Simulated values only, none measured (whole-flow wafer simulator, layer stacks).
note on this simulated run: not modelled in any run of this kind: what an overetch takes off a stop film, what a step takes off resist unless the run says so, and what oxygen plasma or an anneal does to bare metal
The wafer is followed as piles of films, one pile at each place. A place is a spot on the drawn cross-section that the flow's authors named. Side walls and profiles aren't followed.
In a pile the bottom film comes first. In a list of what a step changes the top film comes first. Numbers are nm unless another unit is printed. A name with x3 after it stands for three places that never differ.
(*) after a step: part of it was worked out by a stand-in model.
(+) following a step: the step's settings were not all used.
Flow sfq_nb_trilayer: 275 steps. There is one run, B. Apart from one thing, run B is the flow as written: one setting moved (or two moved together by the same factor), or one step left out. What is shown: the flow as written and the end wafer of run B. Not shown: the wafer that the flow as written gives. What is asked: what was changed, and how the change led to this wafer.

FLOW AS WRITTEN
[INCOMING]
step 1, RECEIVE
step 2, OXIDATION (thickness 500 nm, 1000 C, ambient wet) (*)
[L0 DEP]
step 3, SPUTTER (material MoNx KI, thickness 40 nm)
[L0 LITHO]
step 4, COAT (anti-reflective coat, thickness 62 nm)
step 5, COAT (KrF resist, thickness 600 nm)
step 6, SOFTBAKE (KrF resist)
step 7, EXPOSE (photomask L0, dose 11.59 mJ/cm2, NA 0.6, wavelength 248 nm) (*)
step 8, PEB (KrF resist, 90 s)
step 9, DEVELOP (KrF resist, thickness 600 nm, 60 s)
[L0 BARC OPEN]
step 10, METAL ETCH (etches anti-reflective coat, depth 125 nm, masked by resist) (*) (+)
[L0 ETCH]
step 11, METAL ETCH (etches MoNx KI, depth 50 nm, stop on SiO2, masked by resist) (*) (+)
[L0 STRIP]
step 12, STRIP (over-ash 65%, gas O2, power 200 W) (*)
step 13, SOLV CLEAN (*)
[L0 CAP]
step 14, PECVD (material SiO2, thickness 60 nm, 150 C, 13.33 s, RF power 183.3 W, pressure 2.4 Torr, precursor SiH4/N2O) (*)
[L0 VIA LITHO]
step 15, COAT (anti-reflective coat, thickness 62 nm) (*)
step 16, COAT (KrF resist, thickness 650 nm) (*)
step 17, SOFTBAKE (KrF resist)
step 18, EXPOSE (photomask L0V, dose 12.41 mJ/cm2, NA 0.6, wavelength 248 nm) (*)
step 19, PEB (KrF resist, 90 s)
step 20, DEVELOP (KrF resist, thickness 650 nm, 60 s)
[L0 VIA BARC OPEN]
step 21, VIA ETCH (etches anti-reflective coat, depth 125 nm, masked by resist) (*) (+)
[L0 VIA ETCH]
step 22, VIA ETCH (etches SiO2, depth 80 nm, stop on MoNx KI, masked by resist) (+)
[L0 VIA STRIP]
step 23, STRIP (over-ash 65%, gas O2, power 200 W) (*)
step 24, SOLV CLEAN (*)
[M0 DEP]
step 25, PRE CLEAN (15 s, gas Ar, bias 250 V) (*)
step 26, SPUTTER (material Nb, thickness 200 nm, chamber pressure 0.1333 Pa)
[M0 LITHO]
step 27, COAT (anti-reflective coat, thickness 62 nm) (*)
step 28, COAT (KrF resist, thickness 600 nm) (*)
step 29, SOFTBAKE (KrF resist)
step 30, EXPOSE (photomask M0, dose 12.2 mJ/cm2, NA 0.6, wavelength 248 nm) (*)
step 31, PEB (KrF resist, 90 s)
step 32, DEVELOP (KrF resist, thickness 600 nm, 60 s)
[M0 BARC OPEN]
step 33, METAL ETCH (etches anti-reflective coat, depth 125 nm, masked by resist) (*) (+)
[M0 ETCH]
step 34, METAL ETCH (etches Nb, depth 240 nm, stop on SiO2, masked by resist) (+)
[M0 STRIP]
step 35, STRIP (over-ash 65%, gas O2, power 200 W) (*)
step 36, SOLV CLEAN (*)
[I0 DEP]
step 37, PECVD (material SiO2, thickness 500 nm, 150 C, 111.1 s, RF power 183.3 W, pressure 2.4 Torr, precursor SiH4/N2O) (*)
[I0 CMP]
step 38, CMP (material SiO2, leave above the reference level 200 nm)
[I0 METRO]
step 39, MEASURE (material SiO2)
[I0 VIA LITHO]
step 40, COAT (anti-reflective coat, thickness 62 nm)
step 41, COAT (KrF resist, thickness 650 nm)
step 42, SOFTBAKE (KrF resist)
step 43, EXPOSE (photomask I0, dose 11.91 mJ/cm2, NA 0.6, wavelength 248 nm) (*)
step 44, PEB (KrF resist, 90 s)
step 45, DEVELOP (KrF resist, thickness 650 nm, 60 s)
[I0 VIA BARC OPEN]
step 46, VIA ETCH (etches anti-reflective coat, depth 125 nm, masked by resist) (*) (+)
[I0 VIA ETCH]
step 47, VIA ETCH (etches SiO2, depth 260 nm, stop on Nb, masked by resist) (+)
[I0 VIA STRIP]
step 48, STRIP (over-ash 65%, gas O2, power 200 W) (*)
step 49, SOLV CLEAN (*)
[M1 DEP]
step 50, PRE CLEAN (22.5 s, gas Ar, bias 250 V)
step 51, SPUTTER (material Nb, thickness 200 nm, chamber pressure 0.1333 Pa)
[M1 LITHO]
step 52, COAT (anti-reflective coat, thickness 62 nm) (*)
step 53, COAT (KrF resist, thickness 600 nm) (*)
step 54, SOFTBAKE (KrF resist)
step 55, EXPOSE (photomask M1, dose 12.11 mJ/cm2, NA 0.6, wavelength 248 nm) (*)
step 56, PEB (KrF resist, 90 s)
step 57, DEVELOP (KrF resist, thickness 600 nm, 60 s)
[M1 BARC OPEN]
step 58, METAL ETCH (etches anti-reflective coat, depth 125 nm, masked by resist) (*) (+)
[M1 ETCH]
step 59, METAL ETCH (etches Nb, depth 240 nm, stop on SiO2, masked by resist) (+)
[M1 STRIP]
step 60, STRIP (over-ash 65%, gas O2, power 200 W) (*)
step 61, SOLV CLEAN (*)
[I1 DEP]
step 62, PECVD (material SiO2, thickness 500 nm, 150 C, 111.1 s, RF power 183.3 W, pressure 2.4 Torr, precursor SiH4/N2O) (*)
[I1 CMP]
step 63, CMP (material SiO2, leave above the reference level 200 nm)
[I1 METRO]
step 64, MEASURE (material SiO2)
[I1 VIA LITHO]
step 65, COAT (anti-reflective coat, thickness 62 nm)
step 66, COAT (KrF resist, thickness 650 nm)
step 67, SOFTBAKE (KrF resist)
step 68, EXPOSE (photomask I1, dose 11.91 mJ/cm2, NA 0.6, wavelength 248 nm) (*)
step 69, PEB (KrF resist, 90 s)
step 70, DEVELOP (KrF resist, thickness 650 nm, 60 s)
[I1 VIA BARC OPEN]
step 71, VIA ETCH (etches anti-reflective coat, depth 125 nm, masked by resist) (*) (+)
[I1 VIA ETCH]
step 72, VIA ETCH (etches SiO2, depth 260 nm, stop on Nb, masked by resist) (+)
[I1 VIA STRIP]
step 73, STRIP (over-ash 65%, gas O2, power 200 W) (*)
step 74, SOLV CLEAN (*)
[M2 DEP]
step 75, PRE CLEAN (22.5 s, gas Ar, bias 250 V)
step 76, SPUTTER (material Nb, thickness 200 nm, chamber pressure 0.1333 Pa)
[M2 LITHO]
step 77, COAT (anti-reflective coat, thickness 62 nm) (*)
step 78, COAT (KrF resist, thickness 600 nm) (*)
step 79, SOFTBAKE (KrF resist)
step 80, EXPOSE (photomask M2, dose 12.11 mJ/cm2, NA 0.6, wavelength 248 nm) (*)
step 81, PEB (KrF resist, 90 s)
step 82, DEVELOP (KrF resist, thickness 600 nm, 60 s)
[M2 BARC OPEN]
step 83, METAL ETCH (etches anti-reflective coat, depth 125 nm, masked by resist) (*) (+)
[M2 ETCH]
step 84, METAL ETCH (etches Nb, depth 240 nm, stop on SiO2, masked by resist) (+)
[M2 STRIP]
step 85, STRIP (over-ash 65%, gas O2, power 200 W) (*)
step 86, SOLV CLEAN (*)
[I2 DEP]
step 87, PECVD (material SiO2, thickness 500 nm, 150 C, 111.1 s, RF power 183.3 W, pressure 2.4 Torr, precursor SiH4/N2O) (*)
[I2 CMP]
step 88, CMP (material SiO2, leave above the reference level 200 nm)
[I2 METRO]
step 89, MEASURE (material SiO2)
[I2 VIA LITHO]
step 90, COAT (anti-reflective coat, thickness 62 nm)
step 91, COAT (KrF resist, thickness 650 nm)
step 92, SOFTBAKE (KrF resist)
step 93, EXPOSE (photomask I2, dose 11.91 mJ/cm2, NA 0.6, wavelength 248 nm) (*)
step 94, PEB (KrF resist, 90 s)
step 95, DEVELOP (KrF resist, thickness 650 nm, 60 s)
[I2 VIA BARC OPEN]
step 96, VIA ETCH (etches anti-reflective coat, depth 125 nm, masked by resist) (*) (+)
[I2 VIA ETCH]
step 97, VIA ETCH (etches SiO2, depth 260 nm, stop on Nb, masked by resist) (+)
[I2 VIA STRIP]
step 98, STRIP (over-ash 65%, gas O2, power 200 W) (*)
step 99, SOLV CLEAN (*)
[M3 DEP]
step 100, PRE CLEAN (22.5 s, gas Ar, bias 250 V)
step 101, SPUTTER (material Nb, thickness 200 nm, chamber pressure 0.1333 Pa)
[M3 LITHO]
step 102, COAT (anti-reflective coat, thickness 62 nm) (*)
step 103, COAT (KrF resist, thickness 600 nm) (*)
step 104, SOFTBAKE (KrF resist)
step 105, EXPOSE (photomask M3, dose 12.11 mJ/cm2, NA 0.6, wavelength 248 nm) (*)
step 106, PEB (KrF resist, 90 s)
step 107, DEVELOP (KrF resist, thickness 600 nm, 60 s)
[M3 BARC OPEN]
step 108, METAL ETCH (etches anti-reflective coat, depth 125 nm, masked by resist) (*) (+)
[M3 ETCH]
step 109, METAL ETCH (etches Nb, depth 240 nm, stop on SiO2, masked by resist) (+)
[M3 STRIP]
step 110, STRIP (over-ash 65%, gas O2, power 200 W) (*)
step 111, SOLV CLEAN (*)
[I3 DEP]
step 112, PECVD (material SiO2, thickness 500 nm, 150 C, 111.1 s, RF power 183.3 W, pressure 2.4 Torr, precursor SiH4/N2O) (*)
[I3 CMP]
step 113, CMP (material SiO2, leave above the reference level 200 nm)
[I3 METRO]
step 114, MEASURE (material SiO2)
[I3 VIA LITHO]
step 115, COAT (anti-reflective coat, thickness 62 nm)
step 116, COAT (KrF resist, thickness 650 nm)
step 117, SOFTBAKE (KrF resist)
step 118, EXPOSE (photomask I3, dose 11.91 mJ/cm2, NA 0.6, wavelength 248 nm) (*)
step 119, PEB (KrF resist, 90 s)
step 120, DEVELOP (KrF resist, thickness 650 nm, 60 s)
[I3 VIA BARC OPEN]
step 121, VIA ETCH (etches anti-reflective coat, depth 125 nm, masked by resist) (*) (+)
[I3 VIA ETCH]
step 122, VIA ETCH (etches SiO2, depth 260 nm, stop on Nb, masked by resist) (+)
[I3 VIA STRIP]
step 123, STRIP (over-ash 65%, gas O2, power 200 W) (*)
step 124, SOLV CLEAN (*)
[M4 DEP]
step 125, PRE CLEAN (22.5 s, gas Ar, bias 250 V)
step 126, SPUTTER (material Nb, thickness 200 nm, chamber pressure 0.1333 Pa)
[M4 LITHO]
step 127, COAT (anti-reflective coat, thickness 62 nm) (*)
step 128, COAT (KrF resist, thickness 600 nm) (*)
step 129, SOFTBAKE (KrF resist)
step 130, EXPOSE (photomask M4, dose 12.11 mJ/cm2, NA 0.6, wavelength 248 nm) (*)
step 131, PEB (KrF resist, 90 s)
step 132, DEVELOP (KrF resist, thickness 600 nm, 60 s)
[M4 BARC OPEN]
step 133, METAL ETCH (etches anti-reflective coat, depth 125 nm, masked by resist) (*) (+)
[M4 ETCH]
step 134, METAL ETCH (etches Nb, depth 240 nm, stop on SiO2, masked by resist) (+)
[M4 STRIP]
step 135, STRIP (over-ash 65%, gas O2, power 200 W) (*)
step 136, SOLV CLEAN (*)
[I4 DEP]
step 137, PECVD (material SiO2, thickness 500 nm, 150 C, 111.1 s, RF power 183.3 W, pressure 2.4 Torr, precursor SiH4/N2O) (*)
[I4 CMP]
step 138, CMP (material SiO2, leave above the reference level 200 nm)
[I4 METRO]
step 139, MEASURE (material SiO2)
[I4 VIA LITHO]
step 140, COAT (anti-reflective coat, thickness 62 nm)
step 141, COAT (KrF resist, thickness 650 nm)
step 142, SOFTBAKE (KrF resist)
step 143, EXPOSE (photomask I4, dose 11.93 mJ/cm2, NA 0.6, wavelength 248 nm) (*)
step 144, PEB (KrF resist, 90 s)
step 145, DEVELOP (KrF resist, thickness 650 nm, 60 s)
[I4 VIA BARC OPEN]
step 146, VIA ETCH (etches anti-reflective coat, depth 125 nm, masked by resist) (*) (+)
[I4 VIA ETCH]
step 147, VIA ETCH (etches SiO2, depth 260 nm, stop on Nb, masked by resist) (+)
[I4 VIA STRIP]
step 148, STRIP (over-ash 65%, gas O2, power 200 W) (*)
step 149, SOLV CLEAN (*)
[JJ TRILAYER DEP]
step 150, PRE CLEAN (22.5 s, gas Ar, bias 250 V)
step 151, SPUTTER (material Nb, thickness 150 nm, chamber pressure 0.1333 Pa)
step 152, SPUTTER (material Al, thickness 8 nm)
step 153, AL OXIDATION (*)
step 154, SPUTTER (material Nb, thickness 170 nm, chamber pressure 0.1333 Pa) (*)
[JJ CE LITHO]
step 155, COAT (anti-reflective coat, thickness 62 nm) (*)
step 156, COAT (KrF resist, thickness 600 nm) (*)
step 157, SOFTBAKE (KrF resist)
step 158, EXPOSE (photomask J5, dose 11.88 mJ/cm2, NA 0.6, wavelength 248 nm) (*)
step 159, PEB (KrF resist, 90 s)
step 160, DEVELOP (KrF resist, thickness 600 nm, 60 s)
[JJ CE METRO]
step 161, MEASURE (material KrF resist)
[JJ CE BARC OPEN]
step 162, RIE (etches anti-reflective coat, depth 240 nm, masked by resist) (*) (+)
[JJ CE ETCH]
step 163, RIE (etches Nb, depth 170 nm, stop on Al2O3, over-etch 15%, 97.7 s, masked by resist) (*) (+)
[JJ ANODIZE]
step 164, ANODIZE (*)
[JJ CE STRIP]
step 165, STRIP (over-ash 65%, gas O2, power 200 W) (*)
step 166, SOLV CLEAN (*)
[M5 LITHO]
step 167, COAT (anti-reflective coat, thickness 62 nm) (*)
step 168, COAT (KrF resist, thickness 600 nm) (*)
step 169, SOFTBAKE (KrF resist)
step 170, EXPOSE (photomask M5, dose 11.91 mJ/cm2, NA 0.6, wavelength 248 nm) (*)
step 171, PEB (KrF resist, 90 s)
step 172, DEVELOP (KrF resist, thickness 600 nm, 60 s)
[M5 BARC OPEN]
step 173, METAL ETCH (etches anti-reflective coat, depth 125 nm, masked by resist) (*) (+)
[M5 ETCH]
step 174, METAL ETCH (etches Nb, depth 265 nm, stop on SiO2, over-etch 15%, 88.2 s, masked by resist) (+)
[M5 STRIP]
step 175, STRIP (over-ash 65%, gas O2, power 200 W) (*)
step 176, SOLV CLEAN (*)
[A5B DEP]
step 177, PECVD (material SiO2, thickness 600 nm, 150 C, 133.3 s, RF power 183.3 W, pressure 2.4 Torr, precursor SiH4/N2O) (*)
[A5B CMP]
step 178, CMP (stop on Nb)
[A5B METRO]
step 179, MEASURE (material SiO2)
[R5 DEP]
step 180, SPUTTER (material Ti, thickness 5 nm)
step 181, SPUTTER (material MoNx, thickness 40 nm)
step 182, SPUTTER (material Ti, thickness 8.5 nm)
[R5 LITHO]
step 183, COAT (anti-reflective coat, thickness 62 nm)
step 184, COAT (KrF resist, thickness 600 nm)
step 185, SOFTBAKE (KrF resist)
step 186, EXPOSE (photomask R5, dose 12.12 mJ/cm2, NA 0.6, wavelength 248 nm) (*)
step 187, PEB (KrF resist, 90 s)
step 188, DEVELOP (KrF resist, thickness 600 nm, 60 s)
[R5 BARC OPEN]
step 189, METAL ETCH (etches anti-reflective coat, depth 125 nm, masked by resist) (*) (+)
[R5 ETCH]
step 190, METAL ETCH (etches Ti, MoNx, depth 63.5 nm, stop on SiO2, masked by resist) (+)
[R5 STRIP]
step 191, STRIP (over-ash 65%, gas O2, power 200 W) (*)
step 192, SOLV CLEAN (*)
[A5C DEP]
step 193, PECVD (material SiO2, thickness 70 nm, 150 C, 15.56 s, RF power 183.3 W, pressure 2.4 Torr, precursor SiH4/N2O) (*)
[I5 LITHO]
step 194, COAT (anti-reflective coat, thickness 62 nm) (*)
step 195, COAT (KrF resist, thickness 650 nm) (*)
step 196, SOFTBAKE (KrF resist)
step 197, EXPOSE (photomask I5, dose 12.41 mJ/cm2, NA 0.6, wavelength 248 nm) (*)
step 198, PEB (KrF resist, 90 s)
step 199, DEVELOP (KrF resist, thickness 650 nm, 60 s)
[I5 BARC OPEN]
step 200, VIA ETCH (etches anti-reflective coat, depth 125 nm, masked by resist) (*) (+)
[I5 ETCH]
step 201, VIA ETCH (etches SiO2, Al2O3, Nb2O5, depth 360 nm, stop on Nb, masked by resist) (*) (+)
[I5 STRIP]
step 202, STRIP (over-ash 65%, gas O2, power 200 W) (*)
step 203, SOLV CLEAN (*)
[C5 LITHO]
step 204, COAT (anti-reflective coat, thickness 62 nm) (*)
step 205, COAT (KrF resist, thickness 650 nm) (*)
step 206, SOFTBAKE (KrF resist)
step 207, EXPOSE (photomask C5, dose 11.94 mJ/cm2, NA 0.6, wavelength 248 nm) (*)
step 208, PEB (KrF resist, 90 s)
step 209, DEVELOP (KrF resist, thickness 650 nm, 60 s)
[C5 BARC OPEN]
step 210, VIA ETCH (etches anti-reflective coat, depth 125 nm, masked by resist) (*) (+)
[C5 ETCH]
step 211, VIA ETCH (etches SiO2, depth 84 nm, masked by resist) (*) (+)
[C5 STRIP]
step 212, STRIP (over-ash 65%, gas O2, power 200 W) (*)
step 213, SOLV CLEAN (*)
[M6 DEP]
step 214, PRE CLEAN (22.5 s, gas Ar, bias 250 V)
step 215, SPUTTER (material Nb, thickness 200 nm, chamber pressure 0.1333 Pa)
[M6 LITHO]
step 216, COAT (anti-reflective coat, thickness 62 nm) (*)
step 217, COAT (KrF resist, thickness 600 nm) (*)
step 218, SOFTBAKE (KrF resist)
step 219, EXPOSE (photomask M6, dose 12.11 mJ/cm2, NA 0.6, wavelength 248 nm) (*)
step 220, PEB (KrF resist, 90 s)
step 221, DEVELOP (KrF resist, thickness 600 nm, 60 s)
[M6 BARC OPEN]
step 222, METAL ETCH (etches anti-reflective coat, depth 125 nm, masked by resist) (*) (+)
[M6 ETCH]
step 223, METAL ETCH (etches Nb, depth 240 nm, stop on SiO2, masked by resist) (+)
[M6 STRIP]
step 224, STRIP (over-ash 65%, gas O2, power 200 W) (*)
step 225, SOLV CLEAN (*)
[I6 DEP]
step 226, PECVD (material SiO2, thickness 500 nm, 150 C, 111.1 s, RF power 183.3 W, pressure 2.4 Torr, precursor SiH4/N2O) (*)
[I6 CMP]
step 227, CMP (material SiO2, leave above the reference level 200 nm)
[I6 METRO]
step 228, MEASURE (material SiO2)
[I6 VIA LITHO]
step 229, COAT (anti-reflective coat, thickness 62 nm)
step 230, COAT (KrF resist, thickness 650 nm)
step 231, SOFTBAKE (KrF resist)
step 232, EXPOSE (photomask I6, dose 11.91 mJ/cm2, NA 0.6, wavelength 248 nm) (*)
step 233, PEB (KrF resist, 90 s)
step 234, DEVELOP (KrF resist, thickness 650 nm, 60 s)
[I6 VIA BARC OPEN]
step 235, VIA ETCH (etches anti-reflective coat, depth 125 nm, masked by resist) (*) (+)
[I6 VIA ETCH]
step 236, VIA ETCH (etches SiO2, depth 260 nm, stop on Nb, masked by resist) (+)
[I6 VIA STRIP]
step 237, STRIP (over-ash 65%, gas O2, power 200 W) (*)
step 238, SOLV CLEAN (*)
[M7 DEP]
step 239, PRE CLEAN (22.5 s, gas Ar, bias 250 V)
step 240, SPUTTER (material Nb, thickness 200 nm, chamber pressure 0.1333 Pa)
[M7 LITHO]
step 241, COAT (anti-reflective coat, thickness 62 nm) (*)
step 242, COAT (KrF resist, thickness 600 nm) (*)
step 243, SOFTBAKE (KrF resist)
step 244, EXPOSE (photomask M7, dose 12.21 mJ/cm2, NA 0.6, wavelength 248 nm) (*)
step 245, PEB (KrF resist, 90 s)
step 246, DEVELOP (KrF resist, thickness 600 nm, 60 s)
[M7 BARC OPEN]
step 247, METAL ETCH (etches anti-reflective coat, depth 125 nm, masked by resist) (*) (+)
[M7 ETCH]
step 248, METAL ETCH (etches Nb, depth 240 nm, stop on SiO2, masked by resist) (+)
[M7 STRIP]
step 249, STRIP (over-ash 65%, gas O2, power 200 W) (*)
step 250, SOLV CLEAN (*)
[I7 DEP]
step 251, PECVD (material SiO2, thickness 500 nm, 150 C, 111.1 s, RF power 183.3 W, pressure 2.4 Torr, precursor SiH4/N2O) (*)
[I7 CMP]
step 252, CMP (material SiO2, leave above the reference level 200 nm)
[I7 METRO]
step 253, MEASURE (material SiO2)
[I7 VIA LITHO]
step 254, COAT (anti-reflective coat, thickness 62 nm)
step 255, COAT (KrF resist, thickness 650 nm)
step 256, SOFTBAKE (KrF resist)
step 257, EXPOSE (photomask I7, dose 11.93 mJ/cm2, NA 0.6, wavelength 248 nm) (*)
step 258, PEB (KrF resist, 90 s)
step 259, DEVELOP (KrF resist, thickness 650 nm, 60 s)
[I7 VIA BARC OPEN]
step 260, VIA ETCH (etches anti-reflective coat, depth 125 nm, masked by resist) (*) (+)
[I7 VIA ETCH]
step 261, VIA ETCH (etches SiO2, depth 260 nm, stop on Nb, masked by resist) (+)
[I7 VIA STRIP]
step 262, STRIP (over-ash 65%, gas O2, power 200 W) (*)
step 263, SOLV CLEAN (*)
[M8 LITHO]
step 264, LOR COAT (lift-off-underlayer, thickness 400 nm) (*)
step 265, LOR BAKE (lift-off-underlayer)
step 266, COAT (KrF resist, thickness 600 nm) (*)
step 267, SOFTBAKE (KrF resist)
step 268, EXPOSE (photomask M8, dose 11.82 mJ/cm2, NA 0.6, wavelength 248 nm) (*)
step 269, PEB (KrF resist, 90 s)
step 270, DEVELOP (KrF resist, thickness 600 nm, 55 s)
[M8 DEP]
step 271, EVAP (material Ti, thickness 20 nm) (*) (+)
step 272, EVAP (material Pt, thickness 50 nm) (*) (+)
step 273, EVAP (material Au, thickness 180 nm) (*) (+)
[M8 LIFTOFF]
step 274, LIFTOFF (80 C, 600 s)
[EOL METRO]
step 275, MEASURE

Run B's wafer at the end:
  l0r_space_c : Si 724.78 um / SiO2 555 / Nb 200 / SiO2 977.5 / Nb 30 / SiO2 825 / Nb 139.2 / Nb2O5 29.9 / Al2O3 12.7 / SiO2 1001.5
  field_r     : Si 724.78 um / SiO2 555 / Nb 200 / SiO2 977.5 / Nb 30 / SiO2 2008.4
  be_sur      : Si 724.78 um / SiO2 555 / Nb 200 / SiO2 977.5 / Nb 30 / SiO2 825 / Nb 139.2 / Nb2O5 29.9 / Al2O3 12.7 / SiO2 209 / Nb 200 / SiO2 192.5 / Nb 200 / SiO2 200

The reason: step 101, SPUTTER: thickness 270 nm was run, while the flow as written has thickness 200 nm.

Step by step, how the change led to this:
  step 101, SPUTTER (material Nb, thickness 200 nm, chamber pressure 0.1333 Pa)
      field_l, v_sur, via_wl and 102 more: +270 Nb (new film) (in the flow as written it would be: +200 Nb (new film))
      via_w: +224.4 Nb (in the flow as written it would be: +165.5 Nb)
  step 102, COAT (anti-reflective coat, thickness 62 nm) (*)
      via_wl, via_wr: +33 anti-reflective coat (new film) (in the flow as written it would be: +34.2 anti-reflective coat (new film))
  step 109, METAL ETCH (etches Nb, depth 240 nm, stop on SiO2, masked by resist) (+)
      field_l, be, be_sur and 72 more: -240 Nb (in the flow as written it would be: -200 Nb (all of it))
  step 110, STRIP (over-ash 65%, gas O2, power 200 W) (*)
      via_wl, via_wr: -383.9 KrF resist (all of it), -33 anti-reflective coat (all of it) (in the flow as written it would be: -384.2 KrF resist (all of it), -34.2 anti-reflective coat (all of it))
  step 112, PECVD (material SiO2, thickness 500 nm, 150 C, 111.1 s, RF power 183.3 W, pressure 2.4 Torr, precursor SiH4/N2O) (*)
      field_l, be, be_sur and 64 more: +500 SiO2 (new film) (in the flow as written it would be: +500 SiO2)
      p4_g1, p4_g2, p3_s0, p3_s1, p3_s2, p3_s3, p3_s4, p3_s5: +597.1 SiO2 (new film) (in the flow as written it would be: +557.1 SiO2)
      (as well as at 1 more place)
  step 113, CMP (material SiO2, leave above the reference level 200 nm)
      field_l, be, be_sur and 64 more: -60 SiO2 (in the flow as written it would be: -100 SiO2)
      via_w: -157.1 SiO2 (in the flow as written it would be: -181.6 SiO2)
Taking metal films that touch as one body, l0r_space_c has 3 bodies (between them, from the top down: SiO2 825; SiO2 977.5); the flow as written gives 2 bodies (between them, from the top down: SiO2 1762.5).
Taking metal films that touch as one body, field_r has 2 bodies (between them, from the top down: SiO2 977.5); the flow as written gives 1 body.
Taking metal films that touch as one body, be_sur has 5 bodies (between them, from the top down: SiO2 192.5; SiO2 209 / Al2O3 12.7 / Nb2O5 29.9; SiO2 825; SiO2 977.5); the flow as written gives 4 bodies (between them, from the top down: SiO2 192.5; SiO2 209 / Al2O3 12.7 / Nb2O5 29.9; SiO2 1762.5).
